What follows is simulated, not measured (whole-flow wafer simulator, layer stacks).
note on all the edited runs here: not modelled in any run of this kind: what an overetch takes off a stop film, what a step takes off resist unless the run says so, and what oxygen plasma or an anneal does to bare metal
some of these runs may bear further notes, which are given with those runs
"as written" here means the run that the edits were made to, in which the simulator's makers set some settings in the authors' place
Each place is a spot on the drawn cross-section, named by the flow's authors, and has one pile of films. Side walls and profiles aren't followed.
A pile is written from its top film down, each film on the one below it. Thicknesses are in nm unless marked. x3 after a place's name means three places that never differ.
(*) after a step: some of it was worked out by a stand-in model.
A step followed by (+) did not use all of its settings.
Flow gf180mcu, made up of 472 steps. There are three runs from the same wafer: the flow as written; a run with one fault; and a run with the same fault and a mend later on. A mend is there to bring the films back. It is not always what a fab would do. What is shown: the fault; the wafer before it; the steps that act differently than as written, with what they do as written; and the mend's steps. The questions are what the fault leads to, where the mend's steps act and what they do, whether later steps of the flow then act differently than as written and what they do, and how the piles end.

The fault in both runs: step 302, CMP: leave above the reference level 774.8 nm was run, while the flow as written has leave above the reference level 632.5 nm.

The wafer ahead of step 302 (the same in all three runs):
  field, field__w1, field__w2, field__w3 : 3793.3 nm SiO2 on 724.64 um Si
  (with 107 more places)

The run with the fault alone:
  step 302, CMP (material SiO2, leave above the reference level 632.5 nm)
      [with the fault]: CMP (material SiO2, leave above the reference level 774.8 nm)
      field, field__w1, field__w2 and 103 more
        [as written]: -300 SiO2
        [with the fault]: -157.7 SiO2
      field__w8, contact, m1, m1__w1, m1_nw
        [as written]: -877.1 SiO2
        [with the fault]: -734.8 SiO2
  Steps later in the flow that act otherwise than as written:
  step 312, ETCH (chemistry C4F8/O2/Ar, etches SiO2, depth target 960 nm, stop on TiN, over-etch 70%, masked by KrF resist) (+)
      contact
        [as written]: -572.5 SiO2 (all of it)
        [with the fault]: -714.8 SiO2 (all of it)
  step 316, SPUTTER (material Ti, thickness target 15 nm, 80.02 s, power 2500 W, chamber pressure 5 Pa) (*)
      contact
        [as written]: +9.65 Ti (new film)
        [with the fault]: +8.89 Ti (new film)
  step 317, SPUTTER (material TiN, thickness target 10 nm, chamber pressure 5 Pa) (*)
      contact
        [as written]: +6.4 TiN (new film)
        [with the fault]: +5.89 TiN (new film)
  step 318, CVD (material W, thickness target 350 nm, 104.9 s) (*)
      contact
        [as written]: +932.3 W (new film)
        [with the fault]: +1075.9 W (new film)
  The piles end different from the flow's at field__w4, field__w8, contact and 9 more by more than 2% or 0.5 nm, whichever is larger.
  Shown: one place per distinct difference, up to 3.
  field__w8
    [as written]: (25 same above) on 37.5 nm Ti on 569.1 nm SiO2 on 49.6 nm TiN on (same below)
    [with the fault]: (25 same above) on 37.5 nm Ti on 711.4 nm SiO2 on 49.6 nm TiN on (same below)
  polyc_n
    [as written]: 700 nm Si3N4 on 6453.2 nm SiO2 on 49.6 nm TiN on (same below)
    [with the fault]: 700 nm Si3N4 on 6595.5 nm SiO2 on 49.6 nm TiN on (same below)
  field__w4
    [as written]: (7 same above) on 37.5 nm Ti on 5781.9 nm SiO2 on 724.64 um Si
    [with the fault]: (7 same above) on 37.5 nm Ti on 5924.2 nm SiO2 on 724.64 um Si

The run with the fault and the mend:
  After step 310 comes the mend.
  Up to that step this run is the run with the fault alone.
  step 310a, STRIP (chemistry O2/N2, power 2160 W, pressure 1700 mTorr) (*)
      field, field__w1, field__w2 and 107 more
        -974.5 KrF resist (all of it), -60 anti-reflective coat (all of it)
      contact
        -60 anti-reflective coat (all of it)
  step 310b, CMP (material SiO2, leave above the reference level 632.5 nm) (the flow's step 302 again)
      field, field__w1, field__w2 and 108 more
        -142.3 SiO2
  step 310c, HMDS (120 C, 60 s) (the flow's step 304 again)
      does not change any film at any place that is followed
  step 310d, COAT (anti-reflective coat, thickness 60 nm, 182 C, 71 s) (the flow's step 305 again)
      field, field__w1, field__w2 and 108 more
        +60 anti-reflective coat (new film)
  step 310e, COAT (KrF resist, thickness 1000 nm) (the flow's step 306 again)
      field, field__w1, field__w2 and 108 more
        +1000 KrF resist (new film)
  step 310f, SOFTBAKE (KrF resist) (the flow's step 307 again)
      does not change any film at any place that is followed
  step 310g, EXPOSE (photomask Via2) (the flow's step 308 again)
      does not change any film at any place that is followed
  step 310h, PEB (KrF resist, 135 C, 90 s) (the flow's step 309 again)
      field, field__w1, field__w2 and 108 more
        -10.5 KrF resist
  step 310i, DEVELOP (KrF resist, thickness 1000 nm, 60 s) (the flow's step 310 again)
      field, field__w1, field__w2 and 107 more
        -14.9 KrF resist
      contact
        -989.5 KrF resist (all of it)
  Every later step of the flow that is run acts as written at every place that is followed.
  By the end, the piles equal the flow's at every place that both follow.
